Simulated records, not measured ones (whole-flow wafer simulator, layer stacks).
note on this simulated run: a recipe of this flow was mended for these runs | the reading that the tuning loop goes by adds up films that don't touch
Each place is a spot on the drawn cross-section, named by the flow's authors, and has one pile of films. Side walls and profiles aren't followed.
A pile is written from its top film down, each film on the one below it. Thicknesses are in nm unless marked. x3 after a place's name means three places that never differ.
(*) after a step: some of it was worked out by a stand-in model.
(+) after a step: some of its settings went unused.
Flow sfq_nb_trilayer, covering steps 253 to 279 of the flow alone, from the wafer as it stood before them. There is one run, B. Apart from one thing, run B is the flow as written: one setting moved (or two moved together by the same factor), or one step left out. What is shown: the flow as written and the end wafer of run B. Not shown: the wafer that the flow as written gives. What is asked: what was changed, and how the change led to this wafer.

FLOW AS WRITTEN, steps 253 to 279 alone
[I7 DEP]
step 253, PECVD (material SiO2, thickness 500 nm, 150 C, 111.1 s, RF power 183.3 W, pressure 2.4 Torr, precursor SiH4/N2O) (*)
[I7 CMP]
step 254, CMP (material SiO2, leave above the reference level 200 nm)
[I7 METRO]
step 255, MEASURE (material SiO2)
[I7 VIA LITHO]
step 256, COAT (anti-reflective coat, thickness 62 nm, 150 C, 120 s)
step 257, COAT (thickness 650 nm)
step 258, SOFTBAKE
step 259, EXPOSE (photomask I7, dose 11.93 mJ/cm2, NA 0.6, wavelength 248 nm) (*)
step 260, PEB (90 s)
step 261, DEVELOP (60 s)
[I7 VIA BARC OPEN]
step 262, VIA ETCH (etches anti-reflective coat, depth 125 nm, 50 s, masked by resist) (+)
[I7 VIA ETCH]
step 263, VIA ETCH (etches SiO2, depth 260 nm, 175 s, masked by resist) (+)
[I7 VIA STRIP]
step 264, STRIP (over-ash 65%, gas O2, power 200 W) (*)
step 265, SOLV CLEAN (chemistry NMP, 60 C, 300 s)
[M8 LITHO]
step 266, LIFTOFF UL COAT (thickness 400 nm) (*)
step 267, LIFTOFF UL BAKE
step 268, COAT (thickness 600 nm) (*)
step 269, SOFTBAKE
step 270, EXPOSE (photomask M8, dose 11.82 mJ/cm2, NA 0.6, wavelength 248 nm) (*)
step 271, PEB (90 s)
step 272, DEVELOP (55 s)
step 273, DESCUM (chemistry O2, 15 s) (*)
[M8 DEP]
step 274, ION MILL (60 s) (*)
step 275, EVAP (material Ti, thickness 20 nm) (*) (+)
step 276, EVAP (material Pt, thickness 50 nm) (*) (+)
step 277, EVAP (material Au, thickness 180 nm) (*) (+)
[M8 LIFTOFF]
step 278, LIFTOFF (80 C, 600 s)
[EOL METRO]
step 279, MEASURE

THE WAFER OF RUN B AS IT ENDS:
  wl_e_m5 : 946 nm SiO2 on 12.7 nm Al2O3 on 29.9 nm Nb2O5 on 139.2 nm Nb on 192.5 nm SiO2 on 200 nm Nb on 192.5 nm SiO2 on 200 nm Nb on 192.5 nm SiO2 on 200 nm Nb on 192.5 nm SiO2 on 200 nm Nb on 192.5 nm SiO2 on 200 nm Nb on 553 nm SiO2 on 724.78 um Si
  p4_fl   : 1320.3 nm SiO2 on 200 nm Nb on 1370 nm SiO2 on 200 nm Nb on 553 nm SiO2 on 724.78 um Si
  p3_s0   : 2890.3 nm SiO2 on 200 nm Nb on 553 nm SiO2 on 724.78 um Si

What caused this: step 253, PECVD: 77.78 s was run, though the flow has 111.1 s.

Step by step, how the change led to this:
  step 253, PECVD (material SiO2, thickness 500 nm, 150 C, 111.1 s, RF power 183.3 W, pressure 2.4 Torr, precursor SiH4/N2O) (*)
      field_l, p4_fl, p4_fm and 56 more: +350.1 SiO2 (it would be, as written: +500 SiO2)
      v_sur, via_wl, via_w and 37 more: +350.1 SiO2 (new film) (it would be, as written: +500 SiO2 (new film))
      (and at 7 other places as well)
  step 254, CMP (material SiO2, leave above the reference level 200 nm)
      field_l, p4_fl, p4_fm and 56 more: nothing (it would be, as written: -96 SiO2)
      field_r, lsp_l: nothing (it would be, as written: -73.2 SiO2)
      (and at 45 other places as well)
  step 256, COAT (anti-reflective coat, thickness 62 nm, 150 C, 120 s)
      wl_j_sl, wl_jj, wl_j_sr, wl_a_sl, wl_g_sr: +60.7 anti-reflective coat (new film) (it would be, as written: +62 anti-reflective coat (new film))
      p4_w1, wl_a_m6, m5r_line_l, m5r_line_r: +60.6 anti-reflective coat (new film) (it would be, as written: +62 anti-reflective coat (new film))
      (and at 73 other places as well)
  step 257, COAT (thickness 650 nm)
      via_w: +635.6 KrF-resist-other-grade (new film) (it would be, as written: +650 KrF-resist-other-grade (new film))
      r_end: +636 KrF-resist-other-grade (new film) (it would be, as written: +650 KrF-resist-other-grade (new film))
      (and at 6 other places as well)
  step 261, DEVELOP (60 s)
      via_w: -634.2 KrF-resist-other-grade (all of it) (it would be, as written: -648.6 KrF-resist-other-grade (all of it))
  step 262, VIA ETCH (etches anti-reflective coat, depth 125 nm, 50 s, masked by resist) (+)
      via_w, via_wr: -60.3 anti-reflective coat (all of it), -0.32 SiO2 (it would be, as written: -62 anti-reflective coat (all of it), -0.31 SiO2)
      via_wl: -55.1 anti-reflective coat (all of it), -0.35 SiO2 (it would be, as written: -62 anti-reflective coat (all of it), -0.31 SiO2)
  step 264, STRIP (over-ash 65%, gas O2, power 200 W) (*)
      m0r_line_l, m0r_line_r, m6r_line_l, m6r_line_r: -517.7 KrF-resist-other-grade (all of it), -70.9 anti-reflective coat (all of it) (it would be, as written: -510.8 KrF-resist-other-grade (all of it), -62 anti-reflective coat (all of it))
      m0r_space_l x2, m6r_space_l x2: -512.4 KrF-resist-other-grade (all of it), -77.3 anti-reflective coat (all of it) (it would be, as written: -510.8 KrF-resist-other-grade (all of it), -62 anti-reflective coat (all of it))
      (and at 77 other places as well)
  step 266, LIFTOFF UL COAT (thickness 400 nm) (*)
      m0r_line_l, m0r_line_r, m6r_line_l, m6r_line_r: +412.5 lift-off-underlayer (new film) (it would be, as written: +400 lift-off-underlayer (new film))
      m0r_space_l x2, m6r_space_l x2: +416.4 lift-off-underlayer (new film) (it would be, as written: +400 lift-off-underlayer (new film))
      (and at 59 other places as well)
  step 272, DEVELOP (55 s)
      field_l: -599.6 KrF-resist-other-grade (all of it), -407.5 lift-off-underlayer (all of it) (it would be, as written: -593.6 KrF-resist-other-grade (all of it), -387.9 lift-off-underlayer (all of it))
      v_sur: -600.6 KrF-resist-other-grade (all of it), -351 lift-off-underlayer (all of it) (it would be, as written: -607.6 KrF-resist-other-grade (all of it), -368.7 lift-off-underlayer (all of it))
      (and at 9 other places as well)
  step 278, LIFTOFF (80 C, 600 s)
      m0r_line_l, m0r_line_r, m6r_line_l, m6r_line_r: -180 Au (all of it), -50 Pt (all of it), -20 Ti (all of it), -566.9 KrF-resist-other-grade (all of it), -412.5 lift-off-underlayer (all of it) (it would be, as written: -180 Au (all of it), -50 Pt (all of it), -20 Ti (all of it), -562.7 KrF-resist-other-grade (all of it), -400 lift-off-underlayer (all of it))
      m0r_space_l x2, m6r_space_l x2: -180 Au (all of it), -50 Pt (all of it), -20 Ti (all of it), -563.8 KrF-resist-other-grade (all of it), -416.4 lift-off-underlayer (all of it) (it would be, as written: -180 Au (all of it), -50 Pt (all of it), -20 Ti (all of it), -562.7 KrF-resist-other-grade (all of it), -400 lift-off-underlayer (all of it))
      (and at 48 other places as well)
